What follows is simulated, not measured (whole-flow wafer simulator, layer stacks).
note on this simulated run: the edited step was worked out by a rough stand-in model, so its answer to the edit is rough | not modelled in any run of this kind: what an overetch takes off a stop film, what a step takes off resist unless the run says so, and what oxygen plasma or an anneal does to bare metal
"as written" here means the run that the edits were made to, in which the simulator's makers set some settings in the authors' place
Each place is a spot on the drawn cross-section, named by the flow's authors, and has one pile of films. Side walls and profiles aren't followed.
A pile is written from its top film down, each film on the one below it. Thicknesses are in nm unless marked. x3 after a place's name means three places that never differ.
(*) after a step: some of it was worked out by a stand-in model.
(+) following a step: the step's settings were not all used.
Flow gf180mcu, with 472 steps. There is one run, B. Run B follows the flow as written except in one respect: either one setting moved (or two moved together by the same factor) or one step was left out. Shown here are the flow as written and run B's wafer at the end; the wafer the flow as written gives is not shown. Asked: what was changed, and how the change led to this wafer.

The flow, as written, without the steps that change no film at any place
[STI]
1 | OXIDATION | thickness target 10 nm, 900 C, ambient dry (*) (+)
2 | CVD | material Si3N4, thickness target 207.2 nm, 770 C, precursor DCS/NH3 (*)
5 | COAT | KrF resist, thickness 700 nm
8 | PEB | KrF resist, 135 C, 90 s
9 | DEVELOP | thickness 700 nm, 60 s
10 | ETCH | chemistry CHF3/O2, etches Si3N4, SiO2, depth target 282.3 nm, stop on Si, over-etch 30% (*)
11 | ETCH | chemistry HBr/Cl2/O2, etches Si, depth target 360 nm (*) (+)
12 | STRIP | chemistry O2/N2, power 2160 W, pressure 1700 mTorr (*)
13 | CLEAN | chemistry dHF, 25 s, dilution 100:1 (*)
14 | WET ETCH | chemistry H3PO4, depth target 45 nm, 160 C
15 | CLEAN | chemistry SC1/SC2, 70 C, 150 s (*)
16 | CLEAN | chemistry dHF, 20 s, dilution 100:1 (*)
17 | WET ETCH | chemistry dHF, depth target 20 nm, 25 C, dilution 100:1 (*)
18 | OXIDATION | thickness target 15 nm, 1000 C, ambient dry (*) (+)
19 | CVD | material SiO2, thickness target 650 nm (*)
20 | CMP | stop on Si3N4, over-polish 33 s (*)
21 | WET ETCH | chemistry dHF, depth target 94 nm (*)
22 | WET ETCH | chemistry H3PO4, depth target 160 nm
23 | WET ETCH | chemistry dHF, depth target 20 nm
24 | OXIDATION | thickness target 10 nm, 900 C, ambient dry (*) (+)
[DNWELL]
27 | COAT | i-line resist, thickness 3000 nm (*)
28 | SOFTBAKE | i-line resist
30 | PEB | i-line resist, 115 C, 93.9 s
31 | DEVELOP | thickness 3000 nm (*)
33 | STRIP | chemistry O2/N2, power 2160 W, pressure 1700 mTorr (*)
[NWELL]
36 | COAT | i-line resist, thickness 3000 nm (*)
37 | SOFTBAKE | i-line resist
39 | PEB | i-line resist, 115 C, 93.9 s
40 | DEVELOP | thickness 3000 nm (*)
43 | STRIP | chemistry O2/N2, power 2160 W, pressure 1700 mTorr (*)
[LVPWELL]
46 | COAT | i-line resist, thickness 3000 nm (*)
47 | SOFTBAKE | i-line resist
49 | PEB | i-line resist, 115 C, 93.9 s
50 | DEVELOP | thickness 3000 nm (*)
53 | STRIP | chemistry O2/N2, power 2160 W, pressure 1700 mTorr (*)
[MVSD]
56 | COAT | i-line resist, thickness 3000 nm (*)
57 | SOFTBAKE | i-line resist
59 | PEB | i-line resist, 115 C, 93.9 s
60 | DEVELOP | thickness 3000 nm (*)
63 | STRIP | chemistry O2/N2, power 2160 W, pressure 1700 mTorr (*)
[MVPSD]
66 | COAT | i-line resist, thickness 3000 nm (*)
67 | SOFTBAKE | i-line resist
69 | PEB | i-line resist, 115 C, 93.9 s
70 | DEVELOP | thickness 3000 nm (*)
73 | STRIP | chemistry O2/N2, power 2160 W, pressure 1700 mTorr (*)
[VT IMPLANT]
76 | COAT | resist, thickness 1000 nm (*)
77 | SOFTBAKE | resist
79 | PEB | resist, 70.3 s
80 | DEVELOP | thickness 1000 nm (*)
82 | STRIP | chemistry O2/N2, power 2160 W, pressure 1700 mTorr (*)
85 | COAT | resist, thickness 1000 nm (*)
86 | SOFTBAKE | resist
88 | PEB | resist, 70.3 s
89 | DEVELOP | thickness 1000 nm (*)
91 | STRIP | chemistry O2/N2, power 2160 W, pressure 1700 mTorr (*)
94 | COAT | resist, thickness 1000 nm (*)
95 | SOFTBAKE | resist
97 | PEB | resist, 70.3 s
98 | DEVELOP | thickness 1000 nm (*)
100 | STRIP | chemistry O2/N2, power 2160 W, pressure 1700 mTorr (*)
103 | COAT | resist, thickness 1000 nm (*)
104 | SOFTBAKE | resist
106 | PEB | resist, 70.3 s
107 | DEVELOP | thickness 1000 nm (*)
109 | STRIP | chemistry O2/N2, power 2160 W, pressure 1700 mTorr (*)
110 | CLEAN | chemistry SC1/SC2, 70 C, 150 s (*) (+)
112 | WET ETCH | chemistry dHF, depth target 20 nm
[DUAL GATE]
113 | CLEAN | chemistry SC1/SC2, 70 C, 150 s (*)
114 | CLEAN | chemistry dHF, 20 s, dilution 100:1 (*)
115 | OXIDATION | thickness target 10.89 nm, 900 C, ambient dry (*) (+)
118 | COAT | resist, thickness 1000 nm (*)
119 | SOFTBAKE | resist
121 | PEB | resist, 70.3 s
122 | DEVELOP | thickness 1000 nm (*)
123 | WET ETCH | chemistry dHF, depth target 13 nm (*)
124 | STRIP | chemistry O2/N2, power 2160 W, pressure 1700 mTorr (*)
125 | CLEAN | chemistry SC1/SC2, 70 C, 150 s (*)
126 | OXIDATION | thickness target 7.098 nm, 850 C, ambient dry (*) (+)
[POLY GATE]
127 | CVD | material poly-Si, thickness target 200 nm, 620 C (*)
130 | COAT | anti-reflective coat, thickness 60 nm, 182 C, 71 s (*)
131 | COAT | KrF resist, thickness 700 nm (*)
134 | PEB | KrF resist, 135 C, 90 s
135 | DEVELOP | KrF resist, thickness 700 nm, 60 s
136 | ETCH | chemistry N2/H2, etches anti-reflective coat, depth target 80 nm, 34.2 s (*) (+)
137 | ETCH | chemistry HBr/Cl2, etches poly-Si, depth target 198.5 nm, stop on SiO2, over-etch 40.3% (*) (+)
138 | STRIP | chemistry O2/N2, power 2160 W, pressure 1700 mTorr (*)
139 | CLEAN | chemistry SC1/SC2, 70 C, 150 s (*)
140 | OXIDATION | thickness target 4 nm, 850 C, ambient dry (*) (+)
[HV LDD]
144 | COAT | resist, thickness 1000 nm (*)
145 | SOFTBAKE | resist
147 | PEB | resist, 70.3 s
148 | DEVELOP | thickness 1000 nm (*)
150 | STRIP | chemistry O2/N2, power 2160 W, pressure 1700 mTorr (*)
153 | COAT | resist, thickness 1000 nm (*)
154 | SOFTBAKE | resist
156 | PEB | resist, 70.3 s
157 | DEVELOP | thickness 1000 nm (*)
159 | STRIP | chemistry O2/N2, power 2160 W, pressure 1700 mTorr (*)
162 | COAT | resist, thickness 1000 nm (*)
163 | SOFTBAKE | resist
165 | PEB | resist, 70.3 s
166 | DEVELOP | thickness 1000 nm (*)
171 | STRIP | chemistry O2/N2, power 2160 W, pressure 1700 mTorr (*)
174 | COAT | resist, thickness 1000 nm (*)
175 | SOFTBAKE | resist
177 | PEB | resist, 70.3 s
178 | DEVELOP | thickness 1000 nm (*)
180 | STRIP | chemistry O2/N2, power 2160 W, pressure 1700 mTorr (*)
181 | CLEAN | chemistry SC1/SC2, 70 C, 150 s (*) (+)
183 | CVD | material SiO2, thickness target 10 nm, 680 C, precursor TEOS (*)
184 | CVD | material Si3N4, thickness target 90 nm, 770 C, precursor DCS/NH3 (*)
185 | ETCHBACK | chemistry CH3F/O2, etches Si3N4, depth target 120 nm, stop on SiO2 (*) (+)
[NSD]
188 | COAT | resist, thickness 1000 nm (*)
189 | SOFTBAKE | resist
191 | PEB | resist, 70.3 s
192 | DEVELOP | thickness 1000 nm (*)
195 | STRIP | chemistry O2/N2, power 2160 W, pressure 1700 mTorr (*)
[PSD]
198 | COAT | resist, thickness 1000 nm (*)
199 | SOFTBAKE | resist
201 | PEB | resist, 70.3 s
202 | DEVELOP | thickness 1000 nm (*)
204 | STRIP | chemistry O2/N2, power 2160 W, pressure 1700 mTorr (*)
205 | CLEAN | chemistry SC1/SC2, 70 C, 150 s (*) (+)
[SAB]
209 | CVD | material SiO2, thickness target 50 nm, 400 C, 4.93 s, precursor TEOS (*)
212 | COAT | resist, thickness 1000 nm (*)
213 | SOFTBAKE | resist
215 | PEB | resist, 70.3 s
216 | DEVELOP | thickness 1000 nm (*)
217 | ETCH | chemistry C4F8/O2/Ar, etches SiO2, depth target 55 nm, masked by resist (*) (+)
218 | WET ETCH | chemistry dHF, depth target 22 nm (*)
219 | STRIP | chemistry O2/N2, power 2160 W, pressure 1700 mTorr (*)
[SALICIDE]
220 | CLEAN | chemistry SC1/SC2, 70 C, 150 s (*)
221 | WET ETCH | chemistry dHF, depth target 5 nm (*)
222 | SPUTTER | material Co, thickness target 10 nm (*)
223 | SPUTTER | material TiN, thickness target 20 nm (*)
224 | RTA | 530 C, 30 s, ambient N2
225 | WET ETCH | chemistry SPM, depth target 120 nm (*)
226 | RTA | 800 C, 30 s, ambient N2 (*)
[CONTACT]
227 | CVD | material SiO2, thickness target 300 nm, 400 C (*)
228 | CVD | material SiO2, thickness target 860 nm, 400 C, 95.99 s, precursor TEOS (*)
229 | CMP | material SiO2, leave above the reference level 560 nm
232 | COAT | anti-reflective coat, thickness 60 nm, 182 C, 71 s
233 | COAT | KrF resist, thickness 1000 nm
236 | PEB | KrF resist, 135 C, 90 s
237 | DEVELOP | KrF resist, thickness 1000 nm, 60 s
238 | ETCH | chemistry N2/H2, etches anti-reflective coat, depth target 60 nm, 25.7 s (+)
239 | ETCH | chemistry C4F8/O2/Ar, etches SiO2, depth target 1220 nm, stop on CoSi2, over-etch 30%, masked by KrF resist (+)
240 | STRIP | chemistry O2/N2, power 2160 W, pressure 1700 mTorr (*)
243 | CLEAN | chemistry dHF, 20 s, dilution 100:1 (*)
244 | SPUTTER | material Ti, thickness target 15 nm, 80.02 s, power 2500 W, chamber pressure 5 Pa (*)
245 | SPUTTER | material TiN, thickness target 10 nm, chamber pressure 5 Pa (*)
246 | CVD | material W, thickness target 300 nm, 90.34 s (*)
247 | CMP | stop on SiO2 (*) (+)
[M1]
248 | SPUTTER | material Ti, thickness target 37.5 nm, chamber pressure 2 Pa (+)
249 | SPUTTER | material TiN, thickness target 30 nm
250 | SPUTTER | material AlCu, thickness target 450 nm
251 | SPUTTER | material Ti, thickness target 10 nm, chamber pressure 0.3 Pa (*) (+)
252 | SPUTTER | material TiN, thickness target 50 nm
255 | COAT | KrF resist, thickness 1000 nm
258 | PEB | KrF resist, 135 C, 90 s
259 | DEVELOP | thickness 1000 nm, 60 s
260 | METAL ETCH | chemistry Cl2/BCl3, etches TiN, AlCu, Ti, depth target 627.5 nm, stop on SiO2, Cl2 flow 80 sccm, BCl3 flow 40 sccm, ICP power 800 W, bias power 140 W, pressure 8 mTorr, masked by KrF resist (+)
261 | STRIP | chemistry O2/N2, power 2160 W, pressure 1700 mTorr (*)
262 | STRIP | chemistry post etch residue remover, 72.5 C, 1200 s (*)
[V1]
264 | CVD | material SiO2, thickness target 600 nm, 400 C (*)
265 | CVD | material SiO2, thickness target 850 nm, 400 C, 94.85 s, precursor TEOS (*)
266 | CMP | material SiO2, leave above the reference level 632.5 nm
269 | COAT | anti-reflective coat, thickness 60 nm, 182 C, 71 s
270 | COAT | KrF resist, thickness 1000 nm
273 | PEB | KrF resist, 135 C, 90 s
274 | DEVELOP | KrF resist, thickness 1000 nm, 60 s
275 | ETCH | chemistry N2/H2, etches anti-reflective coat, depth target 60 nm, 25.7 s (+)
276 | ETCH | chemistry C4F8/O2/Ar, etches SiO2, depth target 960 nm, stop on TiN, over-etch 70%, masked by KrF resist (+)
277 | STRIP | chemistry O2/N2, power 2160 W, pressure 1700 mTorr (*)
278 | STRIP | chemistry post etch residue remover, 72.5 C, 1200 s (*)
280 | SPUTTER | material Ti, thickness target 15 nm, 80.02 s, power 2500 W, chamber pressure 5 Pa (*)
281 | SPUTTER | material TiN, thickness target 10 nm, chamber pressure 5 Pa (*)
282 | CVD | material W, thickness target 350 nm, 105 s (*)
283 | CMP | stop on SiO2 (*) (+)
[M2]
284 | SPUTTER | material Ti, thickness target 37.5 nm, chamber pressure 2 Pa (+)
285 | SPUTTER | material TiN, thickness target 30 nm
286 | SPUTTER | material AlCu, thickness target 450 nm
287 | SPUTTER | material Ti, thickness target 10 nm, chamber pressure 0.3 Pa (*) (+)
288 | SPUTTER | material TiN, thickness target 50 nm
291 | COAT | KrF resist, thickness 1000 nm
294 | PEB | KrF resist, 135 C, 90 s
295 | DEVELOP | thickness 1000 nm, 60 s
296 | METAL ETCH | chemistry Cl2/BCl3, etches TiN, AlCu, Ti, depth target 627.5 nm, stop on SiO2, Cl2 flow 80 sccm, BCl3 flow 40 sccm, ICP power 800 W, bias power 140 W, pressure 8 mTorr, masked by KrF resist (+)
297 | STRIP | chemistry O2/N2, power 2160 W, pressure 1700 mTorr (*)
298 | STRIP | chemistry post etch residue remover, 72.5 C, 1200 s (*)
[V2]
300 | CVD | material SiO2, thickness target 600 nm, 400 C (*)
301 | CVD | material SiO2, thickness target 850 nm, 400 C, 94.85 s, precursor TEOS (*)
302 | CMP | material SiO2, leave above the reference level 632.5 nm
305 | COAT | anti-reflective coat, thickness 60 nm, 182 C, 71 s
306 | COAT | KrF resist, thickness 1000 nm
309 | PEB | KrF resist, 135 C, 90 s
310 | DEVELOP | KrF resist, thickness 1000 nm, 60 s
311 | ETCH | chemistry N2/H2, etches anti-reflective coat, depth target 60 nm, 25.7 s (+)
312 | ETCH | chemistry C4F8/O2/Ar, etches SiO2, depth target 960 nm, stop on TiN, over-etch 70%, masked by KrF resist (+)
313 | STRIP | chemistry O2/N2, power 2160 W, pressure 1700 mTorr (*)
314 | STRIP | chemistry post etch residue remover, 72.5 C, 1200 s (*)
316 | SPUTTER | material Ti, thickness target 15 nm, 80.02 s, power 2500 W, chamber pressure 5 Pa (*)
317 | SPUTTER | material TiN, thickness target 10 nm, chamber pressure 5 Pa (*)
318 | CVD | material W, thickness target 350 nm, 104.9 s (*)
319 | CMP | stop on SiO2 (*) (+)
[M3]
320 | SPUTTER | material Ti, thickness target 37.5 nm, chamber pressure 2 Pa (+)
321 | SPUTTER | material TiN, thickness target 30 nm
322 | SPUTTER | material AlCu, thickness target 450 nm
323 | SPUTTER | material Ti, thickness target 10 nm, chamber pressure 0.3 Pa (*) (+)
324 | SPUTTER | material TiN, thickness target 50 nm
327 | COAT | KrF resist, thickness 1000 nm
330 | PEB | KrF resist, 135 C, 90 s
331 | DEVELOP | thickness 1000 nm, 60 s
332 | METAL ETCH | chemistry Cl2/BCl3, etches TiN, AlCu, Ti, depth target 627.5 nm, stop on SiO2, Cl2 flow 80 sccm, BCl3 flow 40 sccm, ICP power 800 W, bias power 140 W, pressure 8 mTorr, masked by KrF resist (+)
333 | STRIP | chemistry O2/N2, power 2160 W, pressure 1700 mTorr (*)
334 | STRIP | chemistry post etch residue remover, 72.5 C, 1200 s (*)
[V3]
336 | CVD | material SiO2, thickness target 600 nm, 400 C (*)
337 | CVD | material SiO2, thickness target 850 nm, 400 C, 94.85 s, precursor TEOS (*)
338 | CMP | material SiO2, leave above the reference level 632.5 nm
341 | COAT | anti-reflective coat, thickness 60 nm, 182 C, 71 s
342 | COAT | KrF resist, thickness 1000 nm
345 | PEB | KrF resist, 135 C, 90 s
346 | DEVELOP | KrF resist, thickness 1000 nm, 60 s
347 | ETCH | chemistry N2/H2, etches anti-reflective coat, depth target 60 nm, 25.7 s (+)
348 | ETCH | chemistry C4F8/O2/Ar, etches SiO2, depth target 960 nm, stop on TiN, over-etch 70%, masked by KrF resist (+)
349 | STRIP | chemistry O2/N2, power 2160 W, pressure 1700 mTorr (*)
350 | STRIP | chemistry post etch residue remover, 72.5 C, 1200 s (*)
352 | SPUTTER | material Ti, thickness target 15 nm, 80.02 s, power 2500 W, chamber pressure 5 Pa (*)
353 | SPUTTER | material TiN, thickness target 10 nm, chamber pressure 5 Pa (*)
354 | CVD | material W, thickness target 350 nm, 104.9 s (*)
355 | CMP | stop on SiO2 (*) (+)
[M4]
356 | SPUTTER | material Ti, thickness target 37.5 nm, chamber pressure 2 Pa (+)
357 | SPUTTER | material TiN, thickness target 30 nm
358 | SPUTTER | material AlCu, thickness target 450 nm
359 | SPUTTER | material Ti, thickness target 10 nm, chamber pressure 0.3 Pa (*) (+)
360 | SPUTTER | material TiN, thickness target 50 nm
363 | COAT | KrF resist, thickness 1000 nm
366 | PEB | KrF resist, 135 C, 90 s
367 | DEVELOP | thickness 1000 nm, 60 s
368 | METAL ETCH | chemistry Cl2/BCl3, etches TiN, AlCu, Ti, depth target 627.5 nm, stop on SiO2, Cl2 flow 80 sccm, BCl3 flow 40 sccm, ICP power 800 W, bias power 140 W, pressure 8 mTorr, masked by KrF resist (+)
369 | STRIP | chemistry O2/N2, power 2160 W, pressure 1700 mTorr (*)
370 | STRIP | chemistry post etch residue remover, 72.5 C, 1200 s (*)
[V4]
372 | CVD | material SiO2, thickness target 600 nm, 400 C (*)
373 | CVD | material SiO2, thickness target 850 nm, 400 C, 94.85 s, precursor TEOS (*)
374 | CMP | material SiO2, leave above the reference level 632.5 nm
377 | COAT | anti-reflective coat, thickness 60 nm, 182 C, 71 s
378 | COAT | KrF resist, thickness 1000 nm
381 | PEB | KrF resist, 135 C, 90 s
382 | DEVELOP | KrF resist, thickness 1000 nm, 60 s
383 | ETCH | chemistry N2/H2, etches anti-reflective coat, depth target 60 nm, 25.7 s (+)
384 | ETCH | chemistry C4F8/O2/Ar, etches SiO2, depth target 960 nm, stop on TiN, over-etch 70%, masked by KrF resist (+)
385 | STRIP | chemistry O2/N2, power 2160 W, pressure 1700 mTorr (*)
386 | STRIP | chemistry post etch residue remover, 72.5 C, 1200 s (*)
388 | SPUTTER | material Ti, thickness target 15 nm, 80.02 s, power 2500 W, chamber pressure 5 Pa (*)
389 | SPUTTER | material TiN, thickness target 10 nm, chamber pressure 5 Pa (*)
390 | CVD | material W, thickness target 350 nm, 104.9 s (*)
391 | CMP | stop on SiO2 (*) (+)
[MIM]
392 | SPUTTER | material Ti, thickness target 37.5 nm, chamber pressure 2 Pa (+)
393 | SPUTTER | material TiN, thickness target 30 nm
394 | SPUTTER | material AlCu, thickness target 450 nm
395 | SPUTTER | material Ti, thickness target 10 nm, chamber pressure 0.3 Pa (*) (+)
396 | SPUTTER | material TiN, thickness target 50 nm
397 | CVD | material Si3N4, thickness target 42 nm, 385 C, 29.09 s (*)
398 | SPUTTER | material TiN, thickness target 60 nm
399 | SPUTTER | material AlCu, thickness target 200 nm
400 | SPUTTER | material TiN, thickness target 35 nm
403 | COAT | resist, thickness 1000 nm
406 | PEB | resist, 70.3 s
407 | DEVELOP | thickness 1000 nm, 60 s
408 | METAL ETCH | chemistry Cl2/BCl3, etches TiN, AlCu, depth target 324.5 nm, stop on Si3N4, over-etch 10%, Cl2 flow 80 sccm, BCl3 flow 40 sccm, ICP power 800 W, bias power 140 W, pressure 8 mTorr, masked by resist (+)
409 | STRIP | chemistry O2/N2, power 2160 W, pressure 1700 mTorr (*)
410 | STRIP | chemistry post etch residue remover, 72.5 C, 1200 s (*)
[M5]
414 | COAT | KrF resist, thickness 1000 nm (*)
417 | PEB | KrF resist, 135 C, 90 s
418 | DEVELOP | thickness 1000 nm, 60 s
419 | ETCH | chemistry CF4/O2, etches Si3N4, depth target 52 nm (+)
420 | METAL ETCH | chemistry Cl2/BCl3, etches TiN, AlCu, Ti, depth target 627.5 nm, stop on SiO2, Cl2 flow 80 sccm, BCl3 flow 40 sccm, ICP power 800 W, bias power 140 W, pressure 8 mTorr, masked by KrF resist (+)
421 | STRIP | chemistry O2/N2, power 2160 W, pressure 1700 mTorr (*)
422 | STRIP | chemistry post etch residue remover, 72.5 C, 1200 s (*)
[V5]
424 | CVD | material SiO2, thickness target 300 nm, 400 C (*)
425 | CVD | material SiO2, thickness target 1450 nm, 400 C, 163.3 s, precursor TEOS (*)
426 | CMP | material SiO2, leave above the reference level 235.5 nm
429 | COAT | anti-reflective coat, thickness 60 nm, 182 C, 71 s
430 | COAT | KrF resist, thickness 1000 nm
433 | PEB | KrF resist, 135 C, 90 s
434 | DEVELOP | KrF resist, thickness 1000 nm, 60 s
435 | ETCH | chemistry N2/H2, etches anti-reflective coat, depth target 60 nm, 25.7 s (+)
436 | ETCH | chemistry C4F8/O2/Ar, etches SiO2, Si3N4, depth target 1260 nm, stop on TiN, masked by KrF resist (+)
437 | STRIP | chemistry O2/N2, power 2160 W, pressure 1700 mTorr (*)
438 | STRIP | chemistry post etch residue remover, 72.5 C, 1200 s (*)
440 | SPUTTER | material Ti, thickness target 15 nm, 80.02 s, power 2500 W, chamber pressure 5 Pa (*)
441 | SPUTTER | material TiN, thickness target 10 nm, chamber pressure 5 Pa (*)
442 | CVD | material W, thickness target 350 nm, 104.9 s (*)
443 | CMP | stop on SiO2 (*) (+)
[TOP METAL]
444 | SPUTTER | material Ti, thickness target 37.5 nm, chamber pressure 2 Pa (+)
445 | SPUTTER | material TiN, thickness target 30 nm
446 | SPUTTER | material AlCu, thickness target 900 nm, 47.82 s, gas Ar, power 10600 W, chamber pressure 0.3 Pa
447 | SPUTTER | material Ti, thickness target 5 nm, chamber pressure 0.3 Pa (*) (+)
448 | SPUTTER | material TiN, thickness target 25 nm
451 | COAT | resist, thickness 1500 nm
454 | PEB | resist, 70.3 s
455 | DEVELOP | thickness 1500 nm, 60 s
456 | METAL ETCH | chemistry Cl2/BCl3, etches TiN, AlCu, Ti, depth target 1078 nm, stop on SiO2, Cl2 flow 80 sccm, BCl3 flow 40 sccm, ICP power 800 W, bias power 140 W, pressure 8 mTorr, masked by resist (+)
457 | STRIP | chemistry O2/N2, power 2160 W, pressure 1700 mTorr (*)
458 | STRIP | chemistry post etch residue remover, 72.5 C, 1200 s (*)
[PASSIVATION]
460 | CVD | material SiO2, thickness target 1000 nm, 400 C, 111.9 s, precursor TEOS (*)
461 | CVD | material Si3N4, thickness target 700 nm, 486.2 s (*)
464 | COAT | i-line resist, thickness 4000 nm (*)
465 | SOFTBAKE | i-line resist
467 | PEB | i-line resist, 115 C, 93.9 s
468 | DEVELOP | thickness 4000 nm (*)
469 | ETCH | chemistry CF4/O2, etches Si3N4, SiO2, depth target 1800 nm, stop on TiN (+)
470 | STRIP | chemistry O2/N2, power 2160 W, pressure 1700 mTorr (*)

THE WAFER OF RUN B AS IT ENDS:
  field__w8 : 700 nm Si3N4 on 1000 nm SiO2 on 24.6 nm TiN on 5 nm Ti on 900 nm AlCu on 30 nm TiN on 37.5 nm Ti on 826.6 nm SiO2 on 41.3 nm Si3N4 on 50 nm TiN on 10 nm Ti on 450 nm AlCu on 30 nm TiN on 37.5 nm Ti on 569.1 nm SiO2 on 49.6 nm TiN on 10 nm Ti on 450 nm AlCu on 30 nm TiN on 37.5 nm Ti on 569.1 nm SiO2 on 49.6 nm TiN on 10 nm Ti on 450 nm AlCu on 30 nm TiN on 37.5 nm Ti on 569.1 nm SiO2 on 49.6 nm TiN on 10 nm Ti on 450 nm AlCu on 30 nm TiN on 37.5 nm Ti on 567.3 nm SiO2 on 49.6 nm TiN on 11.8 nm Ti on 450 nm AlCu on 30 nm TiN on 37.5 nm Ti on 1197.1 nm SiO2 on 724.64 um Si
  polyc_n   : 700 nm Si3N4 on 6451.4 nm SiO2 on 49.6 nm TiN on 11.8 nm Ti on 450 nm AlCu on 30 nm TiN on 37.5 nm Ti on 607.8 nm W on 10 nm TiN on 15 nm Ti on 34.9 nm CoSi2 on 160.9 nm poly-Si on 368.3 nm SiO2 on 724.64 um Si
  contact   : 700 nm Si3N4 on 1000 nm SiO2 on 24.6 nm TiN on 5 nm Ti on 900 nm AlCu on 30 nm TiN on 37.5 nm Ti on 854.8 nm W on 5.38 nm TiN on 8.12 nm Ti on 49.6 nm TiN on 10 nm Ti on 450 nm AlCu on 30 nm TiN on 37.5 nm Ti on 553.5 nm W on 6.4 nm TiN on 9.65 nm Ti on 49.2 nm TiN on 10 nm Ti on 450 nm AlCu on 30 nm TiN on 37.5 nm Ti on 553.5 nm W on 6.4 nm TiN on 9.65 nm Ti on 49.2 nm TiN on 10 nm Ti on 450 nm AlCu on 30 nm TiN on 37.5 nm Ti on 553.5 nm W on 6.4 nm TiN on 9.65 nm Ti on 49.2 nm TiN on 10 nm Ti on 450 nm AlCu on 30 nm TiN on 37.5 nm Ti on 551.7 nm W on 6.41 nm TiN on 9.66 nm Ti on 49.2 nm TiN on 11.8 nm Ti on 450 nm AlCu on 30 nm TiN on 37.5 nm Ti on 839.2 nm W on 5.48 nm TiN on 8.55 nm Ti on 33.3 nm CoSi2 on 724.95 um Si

What caused this: step 251, SPUTTER: thickness target 11.8 nm was run, whereas the flow has thickness target 10 nm.
The wafer lets one read it off: field__w8 has Ti 11.8, and step 251 as written asks for 10 nm.

How this came from the change, step by step:
  251 | SPUTTER | material Ti, thickness target 10 nm, chamber pressure 0.3 Pa (*) (+)
      field, field__w1, field__w2 and 108 more: Ti gains 11.8 (new film) (in the flow as written it would be: Ti gains 10 (new film))
  260 | METAL ETCH | chemistry Cl2/BCl3, etches TiN, AlCu, Ti, depth target 627.5 nm, stop on SiO2, Cl2 flow 80 sccm, BCl3 flow 40 sccm, ICP power 800 W, bias power 140 W, pressure 8 mTorr, masked by KrF resist (+)
      field, field__w1, field__w2 and 99 more: TiN loses 50 (all of it), Ti loses 11.8 (all of it), AlCu loses 450 (all of it), TiN loses 30 (all of it), Ti loses 37.5 (all of it) (in the flow as written it would be: TiN loses 50 (all of it), Ti loses 10 (all of it), AlCu loses 450 (all of it), TiN loses 30 (all of it), Ti loses 37.5 (all of it))
